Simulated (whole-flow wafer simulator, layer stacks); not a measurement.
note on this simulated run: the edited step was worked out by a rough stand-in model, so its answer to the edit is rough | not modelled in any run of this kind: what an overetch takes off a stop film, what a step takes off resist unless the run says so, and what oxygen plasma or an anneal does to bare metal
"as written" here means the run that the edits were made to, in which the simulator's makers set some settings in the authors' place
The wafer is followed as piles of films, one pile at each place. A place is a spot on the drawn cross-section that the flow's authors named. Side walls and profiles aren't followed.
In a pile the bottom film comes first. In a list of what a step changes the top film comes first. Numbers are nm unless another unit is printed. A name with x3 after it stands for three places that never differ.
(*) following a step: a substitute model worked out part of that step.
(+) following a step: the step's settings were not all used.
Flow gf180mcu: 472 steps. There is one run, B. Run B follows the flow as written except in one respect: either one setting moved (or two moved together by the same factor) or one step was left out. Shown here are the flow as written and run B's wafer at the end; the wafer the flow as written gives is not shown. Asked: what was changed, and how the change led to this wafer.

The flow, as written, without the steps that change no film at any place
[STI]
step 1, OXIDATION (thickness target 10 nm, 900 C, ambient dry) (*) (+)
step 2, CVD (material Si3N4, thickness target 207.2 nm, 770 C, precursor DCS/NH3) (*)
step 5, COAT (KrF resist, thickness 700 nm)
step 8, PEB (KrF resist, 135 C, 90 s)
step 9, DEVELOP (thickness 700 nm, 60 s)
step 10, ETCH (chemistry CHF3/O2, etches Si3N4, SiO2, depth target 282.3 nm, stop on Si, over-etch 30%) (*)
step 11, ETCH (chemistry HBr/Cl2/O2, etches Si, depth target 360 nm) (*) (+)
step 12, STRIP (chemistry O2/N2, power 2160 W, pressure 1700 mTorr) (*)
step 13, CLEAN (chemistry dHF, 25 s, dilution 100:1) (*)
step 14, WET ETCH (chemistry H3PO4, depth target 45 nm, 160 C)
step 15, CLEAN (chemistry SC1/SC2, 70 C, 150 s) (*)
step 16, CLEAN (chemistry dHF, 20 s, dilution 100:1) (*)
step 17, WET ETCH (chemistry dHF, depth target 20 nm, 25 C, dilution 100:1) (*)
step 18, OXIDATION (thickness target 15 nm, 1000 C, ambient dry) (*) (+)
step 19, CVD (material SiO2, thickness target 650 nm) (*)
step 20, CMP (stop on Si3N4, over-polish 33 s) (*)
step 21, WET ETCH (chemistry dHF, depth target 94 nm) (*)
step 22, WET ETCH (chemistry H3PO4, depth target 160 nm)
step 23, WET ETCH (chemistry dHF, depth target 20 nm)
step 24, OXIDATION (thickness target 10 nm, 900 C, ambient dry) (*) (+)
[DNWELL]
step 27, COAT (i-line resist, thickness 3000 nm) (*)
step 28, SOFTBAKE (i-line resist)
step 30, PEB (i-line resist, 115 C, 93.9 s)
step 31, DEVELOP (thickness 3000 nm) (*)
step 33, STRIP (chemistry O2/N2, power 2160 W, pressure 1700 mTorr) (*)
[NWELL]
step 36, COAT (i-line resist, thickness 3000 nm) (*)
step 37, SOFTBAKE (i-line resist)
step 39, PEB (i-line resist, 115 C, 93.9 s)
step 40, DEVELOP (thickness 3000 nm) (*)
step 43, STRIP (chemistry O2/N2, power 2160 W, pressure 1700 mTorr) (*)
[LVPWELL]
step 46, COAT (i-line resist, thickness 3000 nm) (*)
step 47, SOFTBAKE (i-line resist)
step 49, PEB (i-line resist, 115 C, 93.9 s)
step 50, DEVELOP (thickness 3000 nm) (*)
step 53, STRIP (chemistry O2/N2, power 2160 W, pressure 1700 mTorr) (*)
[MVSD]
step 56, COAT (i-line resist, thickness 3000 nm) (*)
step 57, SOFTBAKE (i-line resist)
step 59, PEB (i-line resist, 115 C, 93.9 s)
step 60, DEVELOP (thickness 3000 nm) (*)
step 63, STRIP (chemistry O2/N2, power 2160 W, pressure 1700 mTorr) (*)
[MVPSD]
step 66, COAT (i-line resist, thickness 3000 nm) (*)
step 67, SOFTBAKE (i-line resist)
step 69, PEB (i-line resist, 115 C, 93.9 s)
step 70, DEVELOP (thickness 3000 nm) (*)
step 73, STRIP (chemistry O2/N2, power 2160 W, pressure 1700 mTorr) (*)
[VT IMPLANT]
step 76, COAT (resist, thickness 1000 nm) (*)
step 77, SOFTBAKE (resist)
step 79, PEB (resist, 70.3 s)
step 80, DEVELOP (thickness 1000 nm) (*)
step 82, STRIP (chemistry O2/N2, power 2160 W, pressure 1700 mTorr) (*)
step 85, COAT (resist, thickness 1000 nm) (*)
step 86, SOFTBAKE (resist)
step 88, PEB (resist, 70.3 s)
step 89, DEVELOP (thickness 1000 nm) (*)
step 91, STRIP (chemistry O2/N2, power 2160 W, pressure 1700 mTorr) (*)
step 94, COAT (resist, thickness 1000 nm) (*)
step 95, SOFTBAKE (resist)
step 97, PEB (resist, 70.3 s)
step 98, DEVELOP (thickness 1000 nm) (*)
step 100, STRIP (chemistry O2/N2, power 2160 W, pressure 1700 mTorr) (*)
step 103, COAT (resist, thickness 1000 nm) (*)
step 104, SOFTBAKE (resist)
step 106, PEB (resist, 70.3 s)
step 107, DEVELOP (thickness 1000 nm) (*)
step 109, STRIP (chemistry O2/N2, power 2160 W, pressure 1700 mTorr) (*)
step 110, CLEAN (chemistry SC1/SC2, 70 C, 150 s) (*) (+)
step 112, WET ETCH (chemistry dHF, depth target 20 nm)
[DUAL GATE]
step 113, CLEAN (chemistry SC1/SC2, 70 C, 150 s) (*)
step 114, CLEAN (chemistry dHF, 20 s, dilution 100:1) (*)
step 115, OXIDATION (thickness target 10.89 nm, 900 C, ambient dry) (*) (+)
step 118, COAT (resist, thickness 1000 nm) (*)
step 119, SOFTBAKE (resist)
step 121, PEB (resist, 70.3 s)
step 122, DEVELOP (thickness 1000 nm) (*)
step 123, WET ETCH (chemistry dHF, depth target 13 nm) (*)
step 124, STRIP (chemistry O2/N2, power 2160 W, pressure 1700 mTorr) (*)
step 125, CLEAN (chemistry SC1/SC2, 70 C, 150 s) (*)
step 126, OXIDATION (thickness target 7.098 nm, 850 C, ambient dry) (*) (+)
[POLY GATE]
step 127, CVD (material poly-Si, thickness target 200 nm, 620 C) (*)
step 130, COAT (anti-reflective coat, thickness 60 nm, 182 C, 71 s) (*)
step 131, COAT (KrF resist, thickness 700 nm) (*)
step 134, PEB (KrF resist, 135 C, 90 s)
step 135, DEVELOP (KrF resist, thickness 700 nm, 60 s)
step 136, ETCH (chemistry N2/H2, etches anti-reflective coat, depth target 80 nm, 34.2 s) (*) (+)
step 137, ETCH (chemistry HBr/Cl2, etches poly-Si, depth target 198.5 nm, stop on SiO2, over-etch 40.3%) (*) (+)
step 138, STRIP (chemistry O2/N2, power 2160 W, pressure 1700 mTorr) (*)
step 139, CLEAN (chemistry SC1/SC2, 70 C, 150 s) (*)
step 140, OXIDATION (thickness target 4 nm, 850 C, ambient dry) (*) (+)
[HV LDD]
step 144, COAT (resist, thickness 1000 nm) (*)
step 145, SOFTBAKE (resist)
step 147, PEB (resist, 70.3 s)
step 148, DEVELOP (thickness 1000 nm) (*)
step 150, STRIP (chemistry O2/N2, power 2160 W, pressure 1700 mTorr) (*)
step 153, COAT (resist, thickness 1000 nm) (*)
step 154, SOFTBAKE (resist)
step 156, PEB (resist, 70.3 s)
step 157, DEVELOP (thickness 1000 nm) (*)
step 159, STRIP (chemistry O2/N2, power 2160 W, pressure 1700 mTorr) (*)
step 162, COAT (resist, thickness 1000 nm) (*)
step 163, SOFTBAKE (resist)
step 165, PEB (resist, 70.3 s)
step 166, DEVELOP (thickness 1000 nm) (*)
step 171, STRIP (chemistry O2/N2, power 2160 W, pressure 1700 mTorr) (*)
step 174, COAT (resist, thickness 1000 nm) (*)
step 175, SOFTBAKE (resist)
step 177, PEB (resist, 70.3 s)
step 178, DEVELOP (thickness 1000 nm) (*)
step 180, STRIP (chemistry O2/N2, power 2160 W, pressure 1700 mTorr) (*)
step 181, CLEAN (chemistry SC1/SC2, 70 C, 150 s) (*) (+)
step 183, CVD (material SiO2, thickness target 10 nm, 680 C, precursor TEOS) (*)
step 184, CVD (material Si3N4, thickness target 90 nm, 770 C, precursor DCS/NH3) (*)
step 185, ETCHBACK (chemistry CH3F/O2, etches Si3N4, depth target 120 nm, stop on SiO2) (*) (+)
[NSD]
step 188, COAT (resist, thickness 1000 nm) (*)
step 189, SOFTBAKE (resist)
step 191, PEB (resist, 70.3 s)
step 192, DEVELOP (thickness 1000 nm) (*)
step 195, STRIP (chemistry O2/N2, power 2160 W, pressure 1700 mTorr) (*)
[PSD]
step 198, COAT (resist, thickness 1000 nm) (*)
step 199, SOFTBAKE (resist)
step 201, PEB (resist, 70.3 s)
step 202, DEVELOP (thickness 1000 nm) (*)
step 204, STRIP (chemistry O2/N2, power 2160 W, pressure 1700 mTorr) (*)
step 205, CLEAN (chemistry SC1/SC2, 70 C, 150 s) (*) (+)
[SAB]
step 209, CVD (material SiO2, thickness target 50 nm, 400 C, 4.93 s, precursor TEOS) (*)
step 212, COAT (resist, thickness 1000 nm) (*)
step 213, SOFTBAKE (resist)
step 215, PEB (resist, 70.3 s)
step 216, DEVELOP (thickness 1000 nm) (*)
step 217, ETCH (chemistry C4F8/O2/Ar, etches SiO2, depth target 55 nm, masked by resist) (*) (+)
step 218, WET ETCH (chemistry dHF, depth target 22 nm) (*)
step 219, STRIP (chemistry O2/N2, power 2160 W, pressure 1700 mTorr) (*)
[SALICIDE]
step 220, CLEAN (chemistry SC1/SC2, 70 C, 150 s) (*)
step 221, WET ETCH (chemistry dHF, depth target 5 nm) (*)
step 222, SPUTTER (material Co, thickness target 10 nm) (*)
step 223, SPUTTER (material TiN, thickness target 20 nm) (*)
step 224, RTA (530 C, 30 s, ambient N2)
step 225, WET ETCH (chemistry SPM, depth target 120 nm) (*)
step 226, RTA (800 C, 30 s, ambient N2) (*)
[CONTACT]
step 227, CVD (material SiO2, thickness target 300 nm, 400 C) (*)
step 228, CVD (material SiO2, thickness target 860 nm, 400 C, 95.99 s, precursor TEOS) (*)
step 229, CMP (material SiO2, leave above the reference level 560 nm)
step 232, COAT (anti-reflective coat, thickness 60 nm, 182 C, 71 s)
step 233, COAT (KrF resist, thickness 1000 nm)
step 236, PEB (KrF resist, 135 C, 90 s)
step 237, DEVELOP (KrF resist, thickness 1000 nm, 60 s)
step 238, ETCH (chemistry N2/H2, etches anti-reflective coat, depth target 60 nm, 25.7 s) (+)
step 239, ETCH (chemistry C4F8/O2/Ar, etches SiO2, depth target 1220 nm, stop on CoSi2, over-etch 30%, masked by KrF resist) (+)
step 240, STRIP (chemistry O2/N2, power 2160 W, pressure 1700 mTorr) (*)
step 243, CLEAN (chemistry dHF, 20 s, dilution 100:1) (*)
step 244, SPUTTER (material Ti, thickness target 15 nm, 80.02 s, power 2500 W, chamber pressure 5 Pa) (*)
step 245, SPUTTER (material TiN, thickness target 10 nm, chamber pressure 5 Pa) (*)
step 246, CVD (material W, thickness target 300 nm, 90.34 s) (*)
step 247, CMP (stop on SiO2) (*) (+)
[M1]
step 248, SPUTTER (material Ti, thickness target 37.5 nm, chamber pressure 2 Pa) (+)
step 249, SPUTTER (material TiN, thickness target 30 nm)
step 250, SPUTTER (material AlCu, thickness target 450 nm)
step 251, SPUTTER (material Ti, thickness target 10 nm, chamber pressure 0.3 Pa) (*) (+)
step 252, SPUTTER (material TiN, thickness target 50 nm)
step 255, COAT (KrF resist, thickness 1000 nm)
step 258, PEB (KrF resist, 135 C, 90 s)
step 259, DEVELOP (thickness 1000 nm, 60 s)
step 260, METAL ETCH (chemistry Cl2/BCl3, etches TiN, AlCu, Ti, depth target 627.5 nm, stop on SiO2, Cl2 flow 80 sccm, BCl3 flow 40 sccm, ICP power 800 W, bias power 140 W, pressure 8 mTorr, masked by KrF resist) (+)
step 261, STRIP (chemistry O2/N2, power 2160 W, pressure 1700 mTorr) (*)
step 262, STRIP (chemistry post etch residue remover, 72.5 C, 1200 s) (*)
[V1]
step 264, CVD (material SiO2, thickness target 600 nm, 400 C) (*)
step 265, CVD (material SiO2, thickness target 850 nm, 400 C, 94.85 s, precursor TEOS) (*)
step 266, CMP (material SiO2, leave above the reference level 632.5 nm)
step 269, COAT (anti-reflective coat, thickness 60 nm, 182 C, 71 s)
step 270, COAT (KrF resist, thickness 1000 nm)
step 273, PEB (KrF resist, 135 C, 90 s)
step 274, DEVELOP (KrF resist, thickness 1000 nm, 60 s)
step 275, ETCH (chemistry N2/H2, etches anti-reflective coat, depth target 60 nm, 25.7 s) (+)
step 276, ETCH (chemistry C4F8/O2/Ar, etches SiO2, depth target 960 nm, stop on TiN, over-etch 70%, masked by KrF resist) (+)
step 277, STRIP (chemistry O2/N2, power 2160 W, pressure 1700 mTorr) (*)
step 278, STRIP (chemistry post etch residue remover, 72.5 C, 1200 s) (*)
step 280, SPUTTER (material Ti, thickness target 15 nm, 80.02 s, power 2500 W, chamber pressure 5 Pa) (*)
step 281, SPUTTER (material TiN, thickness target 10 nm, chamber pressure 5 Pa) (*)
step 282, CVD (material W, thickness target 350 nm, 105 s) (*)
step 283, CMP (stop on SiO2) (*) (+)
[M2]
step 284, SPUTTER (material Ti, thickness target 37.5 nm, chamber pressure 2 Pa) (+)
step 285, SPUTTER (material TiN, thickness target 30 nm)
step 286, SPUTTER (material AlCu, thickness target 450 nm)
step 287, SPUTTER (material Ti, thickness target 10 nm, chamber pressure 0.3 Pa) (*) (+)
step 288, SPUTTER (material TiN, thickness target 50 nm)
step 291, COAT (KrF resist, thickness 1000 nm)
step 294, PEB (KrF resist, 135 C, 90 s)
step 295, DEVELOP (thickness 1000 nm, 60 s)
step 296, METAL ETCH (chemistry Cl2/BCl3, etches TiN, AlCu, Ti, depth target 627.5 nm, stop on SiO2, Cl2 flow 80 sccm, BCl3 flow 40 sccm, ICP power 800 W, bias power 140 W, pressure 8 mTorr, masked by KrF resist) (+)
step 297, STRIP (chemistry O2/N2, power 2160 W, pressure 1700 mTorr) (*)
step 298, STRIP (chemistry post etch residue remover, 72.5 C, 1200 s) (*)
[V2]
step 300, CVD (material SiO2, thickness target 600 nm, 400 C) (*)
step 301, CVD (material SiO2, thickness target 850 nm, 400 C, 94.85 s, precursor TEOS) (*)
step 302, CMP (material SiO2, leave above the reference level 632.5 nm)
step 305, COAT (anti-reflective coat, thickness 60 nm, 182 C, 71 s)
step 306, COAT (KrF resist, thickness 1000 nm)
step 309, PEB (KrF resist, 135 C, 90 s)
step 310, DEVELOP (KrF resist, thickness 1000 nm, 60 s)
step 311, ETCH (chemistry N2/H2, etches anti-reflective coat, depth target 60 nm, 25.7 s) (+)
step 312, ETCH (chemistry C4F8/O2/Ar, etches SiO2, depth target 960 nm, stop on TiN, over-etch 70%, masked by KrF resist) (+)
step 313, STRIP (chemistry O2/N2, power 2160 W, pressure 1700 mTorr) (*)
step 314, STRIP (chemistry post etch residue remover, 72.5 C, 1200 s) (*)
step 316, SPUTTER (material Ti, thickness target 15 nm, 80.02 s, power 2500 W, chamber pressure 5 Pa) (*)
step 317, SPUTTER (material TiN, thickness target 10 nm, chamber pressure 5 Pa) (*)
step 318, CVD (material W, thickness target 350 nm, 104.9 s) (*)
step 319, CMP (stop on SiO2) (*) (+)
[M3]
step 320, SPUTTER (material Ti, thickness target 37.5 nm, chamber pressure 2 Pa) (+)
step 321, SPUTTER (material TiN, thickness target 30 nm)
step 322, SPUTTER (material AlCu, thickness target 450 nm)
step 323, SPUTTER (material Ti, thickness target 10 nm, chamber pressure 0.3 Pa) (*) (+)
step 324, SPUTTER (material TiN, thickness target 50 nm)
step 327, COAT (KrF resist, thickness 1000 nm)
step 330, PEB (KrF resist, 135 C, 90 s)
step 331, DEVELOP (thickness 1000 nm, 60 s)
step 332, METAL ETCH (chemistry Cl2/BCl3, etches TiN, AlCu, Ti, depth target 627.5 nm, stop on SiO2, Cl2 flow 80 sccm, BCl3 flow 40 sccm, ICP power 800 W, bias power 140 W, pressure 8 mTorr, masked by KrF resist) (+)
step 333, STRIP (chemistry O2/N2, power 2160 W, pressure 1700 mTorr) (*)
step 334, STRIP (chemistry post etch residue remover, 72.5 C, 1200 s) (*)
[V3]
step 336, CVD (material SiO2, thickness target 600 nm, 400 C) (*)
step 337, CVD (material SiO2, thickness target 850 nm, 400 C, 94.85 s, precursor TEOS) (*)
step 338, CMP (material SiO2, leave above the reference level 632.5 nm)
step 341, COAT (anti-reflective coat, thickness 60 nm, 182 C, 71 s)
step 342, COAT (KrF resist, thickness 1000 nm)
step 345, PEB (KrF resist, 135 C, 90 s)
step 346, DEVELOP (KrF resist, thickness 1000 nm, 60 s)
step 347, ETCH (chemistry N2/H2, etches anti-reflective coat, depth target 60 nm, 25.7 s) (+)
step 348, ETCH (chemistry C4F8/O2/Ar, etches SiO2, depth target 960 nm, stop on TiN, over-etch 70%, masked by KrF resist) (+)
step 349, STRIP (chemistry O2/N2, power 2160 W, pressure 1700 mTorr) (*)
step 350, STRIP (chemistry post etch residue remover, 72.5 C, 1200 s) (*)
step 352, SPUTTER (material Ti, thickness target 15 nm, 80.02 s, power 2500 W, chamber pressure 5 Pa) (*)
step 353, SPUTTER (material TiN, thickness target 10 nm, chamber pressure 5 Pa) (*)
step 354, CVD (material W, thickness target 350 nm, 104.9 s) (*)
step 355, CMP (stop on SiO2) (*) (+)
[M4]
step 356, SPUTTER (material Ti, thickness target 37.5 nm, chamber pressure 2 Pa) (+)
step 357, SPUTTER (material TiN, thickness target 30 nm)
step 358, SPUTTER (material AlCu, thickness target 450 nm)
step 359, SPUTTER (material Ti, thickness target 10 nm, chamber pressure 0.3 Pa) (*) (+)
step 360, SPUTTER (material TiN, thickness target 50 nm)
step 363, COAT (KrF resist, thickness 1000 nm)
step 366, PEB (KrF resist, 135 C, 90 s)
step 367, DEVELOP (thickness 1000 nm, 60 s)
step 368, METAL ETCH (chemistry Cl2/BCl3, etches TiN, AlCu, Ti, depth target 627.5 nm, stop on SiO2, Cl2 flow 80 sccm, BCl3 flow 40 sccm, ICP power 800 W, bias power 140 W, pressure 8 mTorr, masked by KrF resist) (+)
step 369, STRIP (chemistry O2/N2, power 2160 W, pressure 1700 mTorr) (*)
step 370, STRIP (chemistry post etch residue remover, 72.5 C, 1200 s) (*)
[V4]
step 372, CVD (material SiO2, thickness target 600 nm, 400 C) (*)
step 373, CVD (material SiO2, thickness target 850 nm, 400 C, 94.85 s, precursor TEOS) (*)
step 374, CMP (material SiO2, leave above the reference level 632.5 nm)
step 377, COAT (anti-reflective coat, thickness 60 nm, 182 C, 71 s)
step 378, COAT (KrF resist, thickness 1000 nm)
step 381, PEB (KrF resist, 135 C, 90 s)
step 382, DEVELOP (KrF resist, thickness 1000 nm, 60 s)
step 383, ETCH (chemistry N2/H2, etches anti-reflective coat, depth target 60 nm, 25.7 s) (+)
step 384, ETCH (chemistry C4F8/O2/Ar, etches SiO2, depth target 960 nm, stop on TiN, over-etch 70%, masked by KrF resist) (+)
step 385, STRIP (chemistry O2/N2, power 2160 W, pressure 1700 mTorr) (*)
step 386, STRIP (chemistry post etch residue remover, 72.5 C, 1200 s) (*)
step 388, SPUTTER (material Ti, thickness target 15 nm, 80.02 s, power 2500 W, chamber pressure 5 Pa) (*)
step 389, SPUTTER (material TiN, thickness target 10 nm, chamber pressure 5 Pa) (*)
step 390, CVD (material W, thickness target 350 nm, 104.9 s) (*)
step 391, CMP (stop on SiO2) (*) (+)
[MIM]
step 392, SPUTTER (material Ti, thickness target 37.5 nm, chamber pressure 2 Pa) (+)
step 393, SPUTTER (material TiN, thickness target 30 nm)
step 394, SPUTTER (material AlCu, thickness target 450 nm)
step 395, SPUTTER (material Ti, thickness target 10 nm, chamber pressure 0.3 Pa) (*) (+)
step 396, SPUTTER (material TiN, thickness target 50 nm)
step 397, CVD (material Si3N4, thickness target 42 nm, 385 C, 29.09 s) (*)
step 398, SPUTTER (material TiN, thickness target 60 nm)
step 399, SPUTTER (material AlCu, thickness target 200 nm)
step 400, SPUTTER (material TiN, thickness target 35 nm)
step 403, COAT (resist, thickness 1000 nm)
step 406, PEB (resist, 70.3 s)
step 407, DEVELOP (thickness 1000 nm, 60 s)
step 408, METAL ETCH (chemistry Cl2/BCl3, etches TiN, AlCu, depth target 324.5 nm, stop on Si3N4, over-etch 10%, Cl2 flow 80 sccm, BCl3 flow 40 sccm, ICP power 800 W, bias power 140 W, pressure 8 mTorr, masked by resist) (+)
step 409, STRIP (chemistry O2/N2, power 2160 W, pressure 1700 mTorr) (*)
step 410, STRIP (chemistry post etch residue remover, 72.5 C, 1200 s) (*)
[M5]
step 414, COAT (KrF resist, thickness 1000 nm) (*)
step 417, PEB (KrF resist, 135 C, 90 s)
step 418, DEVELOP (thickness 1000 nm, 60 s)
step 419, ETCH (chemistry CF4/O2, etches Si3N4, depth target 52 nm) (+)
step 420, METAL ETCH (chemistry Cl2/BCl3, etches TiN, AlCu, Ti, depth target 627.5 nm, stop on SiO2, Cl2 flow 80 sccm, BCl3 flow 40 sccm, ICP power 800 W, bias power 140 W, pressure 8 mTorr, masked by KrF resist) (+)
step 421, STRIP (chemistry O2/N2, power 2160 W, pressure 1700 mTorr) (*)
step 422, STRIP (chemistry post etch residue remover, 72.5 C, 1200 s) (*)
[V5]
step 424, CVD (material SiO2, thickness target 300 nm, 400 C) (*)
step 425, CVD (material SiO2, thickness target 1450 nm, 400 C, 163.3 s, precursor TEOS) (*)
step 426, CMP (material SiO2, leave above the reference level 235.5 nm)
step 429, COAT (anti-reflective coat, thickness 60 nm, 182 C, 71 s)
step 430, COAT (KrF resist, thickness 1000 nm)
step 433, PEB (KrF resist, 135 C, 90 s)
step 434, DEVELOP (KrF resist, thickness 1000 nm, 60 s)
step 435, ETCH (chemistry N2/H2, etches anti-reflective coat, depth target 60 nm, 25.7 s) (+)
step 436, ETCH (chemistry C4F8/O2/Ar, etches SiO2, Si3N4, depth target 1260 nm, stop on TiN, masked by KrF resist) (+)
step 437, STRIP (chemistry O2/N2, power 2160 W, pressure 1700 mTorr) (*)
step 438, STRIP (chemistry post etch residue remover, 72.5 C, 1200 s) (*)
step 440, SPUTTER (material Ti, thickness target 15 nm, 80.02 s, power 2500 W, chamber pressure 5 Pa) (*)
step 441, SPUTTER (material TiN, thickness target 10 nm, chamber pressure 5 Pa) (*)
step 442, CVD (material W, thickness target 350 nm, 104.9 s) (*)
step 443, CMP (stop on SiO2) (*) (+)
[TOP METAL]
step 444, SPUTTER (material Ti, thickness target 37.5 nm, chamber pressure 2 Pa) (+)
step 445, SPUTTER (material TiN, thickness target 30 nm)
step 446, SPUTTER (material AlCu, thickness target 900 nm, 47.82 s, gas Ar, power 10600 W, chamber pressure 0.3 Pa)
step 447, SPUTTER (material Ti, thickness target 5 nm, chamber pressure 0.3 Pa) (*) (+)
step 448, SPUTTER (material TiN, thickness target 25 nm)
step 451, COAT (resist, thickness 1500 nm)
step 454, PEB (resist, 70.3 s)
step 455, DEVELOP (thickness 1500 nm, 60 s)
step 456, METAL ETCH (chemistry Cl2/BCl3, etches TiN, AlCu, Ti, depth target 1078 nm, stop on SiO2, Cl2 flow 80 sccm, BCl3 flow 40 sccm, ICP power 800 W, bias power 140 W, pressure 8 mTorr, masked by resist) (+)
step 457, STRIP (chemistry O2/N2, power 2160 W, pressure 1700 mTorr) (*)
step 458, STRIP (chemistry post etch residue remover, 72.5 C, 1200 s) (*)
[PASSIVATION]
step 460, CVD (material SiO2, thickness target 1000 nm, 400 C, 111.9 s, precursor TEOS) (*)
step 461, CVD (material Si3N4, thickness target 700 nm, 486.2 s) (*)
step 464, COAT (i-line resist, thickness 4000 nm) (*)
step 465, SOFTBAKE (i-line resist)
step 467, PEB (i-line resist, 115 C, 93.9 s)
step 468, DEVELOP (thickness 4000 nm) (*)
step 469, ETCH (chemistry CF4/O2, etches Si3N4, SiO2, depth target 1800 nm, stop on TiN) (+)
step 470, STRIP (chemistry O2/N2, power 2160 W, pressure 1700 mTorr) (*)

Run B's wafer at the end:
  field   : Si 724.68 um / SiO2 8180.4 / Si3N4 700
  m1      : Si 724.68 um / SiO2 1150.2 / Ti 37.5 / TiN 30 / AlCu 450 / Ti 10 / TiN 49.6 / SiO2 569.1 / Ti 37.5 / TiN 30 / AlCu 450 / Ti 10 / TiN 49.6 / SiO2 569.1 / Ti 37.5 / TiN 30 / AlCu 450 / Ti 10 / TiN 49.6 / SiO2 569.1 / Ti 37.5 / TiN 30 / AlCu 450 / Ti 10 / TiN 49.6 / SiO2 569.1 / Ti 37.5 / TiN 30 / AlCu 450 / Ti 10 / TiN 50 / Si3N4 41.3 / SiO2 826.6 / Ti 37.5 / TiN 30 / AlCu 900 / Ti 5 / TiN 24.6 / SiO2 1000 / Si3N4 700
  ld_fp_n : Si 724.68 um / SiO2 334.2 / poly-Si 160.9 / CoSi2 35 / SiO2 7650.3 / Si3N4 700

Cause: step 11, ETCH: depth target 313 nm was run, while the flow as written has depth target 360 nm.

The path from the change to this, step by step:
  step 11, ETCH (chemistry HBr/Cl2/O2, etches Si, depth target 360 nm) (*) (+)
      active, n_well, p_well and 40 more: -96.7 KrF resist (in the flow as written it would be: -112.3 KrF resist)
      field, field_sub, sti and 34 more: -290 Si (in the flow as written it would be: -337 Si)
  step 12, STRIP (chemistry O2/N2, power 2160 W, pressure 1700 mTorr) (*)
      active, n_well, p_well and 40 more: -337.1 KrF resist (all of it) (in the flow as written it would be: -321.4 KrF resist (all of it))
  step 19, CVD (material SiO2, thickness target 650 nm) (*)
      m1, ld_fp_n, ld_drift_n and 8 more: +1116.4 SiO2 (in the flow as written it would be: +1163.4 SiO2)
  step 20, CMP (stop on Si3N4, over-polish 33 s) (*)
      sti, mim_1p0, pad and 11 more: -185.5 SiO2 (in the flow as written it would be: -138.5 SiO2)
      nw_enc_fld, nw_enc_fld_lv: -189.5 SiO2 (in the flow as written it would be: -142.5 SiO2)
      (as well as at 10 more places)
